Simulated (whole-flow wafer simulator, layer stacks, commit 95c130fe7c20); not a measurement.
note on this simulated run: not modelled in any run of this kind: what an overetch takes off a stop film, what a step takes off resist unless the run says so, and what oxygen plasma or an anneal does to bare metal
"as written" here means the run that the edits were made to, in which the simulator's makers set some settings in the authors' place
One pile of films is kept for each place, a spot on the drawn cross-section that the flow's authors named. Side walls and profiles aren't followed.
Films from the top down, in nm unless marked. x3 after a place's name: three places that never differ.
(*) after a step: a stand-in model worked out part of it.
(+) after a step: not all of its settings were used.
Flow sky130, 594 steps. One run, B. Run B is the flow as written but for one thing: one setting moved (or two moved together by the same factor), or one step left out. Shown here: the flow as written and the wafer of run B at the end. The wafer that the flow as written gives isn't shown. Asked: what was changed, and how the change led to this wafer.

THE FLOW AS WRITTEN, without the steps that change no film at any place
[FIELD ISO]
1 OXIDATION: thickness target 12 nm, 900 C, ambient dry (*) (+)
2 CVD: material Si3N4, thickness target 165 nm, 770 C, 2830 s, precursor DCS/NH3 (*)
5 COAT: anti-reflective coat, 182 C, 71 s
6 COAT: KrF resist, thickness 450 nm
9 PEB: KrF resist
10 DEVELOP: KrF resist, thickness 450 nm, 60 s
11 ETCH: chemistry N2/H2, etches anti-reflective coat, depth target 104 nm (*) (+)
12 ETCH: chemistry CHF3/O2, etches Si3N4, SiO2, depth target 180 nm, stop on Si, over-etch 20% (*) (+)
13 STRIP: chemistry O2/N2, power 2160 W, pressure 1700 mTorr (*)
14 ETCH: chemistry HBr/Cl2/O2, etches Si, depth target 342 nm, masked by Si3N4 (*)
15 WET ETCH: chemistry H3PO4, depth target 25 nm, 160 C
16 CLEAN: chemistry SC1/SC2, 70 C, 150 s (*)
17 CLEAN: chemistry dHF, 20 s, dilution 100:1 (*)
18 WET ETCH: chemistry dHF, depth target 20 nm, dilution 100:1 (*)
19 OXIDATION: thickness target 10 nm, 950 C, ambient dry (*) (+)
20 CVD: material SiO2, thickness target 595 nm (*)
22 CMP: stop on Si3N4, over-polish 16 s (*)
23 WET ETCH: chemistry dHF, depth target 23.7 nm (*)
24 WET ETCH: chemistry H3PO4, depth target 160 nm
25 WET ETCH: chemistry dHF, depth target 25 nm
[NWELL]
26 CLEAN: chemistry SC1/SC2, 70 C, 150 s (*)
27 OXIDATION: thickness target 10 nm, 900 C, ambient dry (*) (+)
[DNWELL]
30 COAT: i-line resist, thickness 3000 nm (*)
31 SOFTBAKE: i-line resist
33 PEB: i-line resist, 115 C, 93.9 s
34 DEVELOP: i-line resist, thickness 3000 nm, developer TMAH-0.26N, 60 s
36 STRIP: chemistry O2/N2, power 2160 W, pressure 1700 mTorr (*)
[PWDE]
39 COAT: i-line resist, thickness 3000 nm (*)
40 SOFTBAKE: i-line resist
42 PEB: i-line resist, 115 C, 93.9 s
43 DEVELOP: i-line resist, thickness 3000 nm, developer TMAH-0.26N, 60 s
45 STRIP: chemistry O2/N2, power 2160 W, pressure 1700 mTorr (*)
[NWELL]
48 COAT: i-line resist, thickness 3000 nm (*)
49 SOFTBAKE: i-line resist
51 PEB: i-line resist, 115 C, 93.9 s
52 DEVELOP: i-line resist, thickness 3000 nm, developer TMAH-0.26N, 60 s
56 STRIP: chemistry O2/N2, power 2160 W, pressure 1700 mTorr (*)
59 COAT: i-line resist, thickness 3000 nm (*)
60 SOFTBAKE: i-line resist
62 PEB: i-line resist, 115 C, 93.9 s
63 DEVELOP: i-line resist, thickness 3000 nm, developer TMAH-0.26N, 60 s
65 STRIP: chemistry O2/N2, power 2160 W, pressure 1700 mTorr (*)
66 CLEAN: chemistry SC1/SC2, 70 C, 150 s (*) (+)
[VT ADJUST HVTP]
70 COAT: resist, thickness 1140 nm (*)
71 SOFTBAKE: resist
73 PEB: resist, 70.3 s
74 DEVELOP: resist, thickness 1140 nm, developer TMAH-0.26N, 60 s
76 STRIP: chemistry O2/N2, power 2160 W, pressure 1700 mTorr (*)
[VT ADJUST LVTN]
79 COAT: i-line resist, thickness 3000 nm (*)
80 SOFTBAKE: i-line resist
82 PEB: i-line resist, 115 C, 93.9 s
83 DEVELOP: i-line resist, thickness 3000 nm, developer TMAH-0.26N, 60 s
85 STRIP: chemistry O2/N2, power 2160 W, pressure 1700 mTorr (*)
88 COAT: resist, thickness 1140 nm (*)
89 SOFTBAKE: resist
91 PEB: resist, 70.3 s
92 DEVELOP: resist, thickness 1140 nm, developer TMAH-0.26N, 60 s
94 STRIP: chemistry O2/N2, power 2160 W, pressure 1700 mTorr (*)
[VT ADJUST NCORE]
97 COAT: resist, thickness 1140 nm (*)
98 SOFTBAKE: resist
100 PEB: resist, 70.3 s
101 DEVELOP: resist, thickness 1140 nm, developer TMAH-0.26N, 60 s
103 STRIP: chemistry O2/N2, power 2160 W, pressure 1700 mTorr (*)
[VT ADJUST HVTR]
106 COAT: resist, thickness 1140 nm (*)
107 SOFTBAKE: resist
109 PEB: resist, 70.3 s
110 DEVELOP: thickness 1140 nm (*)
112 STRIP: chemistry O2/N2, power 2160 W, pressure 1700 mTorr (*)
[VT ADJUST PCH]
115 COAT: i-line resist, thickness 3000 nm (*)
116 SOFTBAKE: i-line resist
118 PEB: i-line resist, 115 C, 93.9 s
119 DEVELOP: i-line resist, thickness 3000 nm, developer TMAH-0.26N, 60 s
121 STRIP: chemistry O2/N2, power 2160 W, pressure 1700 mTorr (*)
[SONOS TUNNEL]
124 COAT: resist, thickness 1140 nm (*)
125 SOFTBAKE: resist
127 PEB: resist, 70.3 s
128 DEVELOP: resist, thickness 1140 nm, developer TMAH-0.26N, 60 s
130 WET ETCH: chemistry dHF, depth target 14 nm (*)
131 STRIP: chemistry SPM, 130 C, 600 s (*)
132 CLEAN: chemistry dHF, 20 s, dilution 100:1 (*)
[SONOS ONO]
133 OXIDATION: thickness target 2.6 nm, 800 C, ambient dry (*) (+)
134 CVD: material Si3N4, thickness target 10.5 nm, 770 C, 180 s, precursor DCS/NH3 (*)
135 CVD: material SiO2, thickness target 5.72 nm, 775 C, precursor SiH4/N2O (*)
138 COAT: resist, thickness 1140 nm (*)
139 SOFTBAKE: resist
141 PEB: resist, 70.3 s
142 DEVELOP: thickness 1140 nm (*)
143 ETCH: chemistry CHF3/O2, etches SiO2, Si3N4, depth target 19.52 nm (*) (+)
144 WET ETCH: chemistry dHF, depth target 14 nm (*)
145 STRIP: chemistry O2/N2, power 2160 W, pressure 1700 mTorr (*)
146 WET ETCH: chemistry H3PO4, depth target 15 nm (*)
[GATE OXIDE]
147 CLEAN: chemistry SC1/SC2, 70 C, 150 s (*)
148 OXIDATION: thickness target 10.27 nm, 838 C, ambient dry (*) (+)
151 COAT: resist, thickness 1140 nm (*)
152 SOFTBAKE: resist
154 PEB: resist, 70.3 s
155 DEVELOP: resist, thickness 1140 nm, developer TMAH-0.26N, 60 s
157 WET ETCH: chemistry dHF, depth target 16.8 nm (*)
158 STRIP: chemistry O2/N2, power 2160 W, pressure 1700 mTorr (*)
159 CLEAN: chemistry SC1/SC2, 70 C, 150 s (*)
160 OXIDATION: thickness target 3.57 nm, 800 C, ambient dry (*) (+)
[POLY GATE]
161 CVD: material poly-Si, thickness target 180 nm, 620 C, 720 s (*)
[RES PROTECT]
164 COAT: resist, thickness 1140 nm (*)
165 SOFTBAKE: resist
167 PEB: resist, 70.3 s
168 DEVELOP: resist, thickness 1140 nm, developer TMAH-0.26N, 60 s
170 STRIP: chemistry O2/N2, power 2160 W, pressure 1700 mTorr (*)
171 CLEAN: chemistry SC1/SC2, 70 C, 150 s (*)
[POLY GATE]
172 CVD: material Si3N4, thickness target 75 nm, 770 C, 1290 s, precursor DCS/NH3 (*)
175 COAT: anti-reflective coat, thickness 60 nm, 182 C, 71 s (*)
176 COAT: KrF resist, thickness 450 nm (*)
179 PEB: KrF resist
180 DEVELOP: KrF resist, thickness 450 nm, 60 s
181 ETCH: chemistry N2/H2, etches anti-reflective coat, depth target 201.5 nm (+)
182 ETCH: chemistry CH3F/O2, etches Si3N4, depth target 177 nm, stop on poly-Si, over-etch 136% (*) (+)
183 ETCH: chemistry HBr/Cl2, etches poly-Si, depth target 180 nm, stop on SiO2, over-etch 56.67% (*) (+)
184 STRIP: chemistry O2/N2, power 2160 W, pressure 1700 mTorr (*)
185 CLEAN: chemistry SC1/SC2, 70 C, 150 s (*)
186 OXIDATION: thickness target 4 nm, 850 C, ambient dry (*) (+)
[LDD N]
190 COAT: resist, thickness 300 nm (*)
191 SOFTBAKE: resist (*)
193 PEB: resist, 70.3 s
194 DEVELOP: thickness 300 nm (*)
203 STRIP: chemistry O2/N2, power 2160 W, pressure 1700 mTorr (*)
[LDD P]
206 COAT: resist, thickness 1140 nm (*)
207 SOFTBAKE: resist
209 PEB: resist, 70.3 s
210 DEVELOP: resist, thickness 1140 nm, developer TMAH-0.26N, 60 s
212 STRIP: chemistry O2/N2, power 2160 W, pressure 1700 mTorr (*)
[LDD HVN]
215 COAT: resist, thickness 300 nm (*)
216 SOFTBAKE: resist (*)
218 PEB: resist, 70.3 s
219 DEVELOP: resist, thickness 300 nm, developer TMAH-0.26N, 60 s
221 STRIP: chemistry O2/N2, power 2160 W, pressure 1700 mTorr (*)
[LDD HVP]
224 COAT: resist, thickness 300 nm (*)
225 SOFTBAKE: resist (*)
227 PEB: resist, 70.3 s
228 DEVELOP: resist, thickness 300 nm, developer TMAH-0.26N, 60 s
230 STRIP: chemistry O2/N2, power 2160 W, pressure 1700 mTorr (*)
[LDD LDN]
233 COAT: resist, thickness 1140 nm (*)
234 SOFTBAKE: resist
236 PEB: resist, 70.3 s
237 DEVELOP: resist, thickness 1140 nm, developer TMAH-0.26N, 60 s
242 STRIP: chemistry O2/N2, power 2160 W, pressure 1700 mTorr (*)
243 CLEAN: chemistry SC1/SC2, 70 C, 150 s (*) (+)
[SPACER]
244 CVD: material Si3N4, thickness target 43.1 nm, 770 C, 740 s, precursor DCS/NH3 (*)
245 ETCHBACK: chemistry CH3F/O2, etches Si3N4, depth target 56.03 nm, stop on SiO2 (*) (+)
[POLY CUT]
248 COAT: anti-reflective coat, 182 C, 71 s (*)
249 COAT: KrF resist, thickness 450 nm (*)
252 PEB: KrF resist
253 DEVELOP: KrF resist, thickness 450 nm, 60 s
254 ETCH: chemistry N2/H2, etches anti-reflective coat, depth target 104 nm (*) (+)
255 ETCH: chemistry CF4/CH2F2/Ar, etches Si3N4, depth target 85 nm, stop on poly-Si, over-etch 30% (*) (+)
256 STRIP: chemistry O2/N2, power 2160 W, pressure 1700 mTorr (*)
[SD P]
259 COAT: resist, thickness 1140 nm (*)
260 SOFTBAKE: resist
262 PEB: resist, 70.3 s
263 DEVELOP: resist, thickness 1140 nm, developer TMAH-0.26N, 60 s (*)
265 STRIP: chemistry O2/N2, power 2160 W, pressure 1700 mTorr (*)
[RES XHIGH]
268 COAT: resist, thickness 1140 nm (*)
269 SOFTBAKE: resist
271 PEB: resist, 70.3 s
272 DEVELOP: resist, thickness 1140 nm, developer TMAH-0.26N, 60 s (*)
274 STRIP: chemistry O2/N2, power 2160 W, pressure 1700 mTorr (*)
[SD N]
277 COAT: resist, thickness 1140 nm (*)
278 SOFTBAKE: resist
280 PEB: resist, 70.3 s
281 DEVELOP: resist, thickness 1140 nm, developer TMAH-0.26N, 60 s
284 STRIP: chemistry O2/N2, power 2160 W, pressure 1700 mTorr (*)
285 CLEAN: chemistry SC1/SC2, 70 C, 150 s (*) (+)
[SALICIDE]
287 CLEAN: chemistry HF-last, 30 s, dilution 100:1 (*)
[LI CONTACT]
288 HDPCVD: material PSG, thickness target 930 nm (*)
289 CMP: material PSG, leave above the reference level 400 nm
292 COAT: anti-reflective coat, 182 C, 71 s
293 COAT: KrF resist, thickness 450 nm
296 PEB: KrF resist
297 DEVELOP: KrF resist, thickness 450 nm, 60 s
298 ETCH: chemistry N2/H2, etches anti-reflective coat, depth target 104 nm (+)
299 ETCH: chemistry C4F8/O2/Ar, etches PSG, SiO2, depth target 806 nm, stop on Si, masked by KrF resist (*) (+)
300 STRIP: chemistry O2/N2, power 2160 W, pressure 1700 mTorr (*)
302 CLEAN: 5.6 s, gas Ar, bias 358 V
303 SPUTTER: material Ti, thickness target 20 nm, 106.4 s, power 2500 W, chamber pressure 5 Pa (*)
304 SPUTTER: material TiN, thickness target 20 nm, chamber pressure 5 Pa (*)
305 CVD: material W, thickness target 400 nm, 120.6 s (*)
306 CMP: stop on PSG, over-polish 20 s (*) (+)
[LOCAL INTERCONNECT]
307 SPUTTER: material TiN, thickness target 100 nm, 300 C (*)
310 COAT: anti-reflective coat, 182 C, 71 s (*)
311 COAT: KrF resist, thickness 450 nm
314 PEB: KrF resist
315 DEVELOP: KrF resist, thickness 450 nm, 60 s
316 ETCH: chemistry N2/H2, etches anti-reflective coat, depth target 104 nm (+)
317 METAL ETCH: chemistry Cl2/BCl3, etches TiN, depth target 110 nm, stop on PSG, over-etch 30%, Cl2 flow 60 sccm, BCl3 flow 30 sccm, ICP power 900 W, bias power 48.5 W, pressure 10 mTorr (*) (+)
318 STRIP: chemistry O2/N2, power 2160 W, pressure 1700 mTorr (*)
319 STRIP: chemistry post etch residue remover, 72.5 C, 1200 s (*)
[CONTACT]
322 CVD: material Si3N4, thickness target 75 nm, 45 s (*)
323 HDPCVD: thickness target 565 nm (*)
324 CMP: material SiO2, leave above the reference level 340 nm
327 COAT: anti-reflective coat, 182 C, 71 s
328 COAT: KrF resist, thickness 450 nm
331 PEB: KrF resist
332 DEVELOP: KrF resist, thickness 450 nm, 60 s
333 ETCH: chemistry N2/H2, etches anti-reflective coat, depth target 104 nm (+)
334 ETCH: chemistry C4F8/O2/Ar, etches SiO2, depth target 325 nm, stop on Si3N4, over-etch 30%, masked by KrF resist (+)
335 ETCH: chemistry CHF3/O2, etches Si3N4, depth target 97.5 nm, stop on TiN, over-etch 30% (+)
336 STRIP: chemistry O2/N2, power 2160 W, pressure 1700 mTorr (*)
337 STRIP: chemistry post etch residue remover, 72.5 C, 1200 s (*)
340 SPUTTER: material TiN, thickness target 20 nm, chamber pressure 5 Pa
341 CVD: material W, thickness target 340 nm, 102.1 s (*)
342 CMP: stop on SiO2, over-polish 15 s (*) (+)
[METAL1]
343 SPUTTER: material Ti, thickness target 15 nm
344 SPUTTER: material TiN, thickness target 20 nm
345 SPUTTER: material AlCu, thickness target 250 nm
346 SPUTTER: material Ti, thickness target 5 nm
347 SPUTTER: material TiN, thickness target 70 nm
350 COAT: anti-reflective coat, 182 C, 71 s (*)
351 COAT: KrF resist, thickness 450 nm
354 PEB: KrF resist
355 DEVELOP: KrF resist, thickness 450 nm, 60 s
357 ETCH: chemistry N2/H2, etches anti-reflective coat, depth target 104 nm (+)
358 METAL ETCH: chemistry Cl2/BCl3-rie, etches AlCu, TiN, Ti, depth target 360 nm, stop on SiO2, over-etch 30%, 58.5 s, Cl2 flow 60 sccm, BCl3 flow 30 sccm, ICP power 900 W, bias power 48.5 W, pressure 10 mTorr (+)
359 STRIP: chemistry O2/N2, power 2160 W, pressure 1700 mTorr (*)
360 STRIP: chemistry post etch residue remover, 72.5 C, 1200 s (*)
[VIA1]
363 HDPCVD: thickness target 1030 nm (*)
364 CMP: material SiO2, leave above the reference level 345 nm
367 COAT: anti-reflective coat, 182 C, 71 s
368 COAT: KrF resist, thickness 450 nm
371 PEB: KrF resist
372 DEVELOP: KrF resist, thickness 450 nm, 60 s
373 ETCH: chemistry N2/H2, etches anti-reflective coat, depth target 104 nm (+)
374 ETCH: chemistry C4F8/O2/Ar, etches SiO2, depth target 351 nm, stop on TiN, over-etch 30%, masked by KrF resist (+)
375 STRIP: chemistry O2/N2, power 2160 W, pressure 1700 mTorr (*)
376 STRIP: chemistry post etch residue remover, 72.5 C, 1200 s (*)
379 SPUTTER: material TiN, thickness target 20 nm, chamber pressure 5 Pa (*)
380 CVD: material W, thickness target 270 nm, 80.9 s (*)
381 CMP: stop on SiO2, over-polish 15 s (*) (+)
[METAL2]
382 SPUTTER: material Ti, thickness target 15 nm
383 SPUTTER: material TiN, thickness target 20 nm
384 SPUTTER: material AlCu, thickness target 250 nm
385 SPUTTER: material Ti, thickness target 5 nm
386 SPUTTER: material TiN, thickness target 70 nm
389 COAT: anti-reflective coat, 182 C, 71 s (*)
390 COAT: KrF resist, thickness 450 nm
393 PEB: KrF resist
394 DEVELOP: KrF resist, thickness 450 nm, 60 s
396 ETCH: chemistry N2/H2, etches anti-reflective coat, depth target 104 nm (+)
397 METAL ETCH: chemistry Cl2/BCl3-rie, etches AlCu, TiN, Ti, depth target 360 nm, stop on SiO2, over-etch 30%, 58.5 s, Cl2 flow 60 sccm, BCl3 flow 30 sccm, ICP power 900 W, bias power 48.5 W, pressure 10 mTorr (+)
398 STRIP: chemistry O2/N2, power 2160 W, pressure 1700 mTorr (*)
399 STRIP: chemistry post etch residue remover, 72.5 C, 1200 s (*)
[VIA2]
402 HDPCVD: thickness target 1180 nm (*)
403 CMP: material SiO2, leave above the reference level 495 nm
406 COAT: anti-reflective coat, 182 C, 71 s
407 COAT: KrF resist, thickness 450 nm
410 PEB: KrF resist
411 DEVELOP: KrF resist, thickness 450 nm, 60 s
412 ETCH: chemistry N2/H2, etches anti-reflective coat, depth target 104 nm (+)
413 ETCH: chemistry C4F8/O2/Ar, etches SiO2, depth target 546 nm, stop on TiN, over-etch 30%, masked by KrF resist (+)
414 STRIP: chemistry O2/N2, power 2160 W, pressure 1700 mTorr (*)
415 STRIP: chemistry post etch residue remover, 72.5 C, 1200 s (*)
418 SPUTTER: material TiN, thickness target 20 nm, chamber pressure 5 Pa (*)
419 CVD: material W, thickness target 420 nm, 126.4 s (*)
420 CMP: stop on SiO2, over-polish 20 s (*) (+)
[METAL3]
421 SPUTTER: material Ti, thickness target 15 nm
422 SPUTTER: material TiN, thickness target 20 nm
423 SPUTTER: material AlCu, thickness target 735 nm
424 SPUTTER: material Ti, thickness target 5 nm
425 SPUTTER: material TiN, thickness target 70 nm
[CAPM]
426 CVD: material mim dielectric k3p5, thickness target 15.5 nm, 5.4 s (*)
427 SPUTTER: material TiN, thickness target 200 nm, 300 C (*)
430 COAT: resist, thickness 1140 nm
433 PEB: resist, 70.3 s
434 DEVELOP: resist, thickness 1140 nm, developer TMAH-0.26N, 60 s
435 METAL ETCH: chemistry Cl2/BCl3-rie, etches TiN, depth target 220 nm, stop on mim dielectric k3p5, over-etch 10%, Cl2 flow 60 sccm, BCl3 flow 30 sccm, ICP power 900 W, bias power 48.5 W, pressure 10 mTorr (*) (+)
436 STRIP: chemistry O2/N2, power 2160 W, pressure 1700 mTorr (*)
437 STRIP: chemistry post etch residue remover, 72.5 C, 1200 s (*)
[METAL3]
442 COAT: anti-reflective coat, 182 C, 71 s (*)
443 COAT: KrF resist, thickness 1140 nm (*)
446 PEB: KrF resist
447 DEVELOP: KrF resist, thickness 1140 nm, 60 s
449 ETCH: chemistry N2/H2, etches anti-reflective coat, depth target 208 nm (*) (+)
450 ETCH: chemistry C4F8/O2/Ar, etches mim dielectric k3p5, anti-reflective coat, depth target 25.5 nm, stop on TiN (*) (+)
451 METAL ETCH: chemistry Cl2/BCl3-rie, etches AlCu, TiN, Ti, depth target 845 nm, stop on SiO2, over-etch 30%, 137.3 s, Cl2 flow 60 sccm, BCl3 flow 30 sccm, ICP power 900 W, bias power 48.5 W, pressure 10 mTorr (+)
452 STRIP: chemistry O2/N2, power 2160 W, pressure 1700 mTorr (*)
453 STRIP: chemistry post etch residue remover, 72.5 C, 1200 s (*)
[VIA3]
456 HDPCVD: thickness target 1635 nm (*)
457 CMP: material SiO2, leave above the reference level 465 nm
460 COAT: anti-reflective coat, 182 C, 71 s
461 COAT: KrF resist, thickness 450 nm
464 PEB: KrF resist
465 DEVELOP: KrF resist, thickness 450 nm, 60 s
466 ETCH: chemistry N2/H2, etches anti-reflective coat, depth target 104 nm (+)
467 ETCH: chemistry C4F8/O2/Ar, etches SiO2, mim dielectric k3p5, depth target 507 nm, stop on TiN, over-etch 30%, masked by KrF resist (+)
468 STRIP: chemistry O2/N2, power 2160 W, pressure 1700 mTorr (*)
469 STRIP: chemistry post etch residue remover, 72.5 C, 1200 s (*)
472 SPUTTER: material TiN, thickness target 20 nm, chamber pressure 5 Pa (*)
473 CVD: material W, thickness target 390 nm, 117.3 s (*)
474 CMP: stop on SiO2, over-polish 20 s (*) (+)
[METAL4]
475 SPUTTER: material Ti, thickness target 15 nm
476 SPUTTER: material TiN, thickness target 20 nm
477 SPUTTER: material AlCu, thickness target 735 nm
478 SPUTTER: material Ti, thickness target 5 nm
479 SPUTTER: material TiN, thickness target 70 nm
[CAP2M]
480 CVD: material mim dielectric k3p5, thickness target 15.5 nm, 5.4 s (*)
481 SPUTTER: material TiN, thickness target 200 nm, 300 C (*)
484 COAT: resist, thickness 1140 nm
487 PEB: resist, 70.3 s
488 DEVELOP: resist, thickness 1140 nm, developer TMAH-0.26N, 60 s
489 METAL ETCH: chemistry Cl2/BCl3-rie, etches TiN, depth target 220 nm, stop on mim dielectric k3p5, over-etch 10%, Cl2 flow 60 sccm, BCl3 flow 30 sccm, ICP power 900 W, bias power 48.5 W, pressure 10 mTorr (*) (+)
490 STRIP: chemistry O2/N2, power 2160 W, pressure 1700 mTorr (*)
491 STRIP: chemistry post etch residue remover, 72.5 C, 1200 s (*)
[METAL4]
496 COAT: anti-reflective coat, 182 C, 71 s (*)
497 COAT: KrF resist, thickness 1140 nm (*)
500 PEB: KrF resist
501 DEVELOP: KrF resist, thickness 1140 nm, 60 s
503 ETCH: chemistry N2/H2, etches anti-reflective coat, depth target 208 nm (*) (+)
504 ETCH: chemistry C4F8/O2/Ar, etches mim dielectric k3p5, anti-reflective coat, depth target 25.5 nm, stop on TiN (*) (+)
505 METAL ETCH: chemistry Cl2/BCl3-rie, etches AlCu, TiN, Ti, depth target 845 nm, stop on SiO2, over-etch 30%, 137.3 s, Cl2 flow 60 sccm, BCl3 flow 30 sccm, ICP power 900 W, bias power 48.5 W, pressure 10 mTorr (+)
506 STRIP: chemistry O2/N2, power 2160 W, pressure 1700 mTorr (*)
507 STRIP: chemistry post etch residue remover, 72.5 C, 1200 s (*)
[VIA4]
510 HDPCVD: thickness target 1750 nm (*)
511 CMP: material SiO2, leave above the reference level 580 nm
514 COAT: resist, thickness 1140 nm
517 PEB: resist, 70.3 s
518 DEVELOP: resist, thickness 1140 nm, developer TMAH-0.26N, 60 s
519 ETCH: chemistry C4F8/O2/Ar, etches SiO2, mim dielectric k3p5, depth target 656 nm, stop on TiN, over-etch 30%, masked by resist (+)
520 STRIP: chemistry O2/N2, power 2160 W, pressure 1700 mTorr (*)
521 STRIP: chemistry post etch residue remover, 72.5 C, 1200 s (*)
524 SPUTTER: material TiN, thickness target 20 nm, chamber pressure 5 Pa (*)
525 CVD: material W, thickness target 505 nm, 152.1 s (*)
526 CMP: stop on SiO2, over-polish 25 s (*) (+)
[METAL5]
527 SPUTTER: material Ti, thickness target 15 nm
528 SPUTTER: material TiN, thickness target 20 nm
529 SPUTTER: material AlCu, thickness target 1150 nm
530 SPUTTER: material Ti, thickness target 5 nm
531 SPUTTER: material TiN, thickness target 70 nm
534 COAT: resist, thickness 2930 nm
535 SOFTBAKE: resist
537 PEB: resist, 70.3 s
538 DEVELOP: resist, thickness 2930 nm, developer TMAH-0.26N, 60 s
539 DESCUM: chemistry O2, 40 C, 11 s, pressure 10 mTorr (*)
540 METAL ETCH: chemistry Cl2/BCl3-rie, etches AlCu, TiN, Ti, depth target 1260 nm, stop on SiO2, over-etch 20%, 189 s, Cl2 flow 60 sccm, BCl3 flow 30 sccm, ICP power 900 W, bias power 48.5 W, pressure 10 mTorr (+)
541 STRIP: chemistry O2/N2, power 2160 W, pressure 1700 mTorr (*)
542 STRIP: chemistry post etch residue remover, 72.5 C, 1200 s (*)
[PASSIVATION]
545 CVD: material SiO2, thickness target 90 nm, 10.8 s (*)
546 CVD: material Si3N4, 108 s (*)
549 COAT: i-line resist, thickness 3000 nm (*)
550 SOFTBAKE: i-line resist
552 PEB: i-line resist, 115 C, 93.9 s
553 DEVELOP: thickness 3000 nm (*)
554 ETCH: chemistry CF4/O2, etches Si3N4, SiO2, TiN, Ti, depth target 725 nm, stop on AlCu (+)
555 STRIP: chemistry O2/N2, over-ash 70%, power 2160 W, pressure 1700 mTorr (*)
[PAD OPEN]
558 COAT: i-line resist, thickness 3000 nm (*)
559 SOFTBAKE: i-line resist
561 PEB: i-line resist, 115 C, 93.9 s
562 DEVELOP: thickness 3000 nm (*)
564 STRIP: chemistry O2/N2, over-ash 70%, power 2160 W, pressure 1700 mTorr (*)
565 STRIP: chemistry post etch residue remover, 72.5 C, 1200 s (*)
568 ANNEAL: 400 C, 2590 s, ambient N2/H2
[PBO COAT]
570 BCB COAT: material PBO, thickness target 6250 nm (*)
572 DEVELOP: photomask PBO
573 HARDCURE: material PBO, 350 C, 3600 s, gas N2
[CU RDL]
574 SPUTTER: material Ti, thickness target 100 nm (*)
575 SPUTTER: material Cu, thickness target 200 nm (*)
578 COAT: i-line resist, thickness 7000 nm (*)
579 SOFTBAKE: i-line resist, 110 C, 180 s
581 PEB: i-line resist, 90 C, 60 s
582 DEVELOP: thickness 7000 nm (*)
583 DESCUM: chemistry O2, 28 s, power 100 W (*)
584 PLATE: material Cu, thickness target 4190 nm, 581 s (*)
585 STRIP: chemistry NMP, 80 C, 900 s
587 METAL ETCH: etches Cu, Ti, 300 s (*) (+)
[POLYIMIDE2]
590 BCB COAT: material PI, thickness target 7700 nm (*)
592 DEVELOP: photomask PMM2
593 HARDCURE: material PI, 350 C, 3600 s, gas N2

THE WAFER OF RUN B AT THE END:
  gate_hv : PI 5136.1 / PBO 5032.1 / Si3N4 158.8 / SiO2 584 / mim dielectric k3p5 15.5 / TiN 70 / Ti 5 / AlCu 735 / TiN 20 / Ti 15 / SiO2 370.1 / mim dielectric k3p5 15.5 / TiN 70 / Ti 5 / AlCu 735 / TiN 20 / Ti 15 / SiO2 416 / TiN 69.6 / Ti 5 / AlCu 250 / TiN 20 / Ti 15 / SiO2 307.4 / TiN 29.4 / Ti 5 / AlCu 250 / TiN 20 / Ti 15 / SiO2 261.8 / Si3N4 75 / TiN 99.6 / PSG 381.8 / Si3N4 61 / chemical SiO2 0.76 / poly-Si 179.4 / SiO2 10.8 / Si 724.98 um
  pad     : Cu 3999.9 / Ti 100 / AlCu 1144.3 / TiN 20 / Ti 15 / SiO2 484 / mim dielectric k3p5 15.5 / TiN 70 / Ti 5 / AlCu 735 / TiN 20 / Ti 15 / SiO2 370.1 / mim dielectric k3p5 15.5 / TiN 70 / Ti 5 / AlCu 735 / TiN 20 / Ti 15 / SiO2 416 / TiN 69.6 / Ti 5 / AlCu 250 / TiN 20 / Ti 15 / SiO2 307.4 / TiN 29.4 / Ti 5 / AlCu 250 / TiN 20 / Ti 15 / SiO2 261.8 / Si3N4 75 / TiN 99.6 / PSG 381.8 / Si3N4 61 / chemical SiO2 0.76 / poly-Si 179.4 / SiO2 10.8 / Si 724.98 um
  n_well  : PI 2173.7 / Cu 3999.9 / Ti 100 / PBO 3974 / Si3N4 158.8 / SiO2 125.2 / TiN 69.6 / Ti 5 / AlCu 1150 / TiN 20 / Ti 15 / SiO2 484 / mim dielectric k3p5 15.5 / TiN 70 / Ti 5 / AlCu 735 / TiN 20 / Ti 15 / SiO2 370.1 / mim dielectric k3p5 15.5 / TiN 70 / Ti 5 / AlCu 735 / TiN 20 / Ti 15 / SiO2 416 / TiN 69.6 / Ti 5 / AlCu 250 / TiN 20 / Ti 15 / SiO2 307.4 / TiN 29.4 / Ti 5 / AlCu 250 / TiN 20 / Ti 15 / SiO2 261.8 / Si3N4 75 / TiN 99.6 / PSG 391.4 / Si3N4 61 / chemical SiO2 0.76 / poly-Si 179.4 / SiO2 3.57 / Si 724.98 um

The cause: step 347, SPUTTER: thickness target 29.8 nm was run, where the flow has thickness target 70 nm.

How the change led to this, step by step:
  347 SPUTTER: material TiN, thickness target 70 nm
      field, active, n_well and 188 more: TiN +29.8 (new film) (as written it would be: TiN +70 (new film))
  358 METAL ETCH: chemistry Cl2/BCl3-rie, etches AlCu, TiN, Ti, depth target 360 nm, stop on SiO2, over-etch 30%, 58.5 s, Cl2 flow 60 sccm, BCl3 flow 30 sccm, ICP power 900 W, bias power 48.5 W, pressure 10 mTorr (+)
      field, active, gate and 81 more: TiN -28.5 (all of it), Ti -5 (all of it), AlCu -250 (all of it), TiN -20 (all of it), Ti -15 (all of it), SiO2 -15 (as written it would be: TiN -68.7 (all of it), Ti -5 (all of it), AlCu -250 (all of it), TiN -20 (all of it), Ti -15 (all of it), SiO2 -10.9)
  364 CMP: material SiO2, leave above the reference level 345 nm
      n_well, p_well, gate_hv and 100 more: SiO2 -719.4 (as written it would be: SiO2 -759.6)
      poly_licon, ndiff_licon, ndiff_licon_cpp, rpo_hd_licon: SiO2 -718.8 (as written it would be: SiO2 -759)
  374 ETCH: chemistry C4F8/O2/Ar, etches SiO2, depth target 351 nm, stop on TiN, over-etch 30%, masked by KrF resist (+)
      m1, via1_hole: SiO2 -310 (all of it) (as written it would be: SiO2 -269.8 (all of it))
  379 SPUTTER: material TiN, thickness target 20 nm, chamber pressure 5 Pa (*)
      m1: TiN +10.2 (as written it would be: TiN +11)
      via1_hole: TiN +10.2 (as written it would be: TiN +10.9)
  380 CVD: material W, thickness target 270 nm, 80.9 s (*)
      m1, via1_hole: W +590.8 (new film) (as written it would be: W +549.9 (new film))
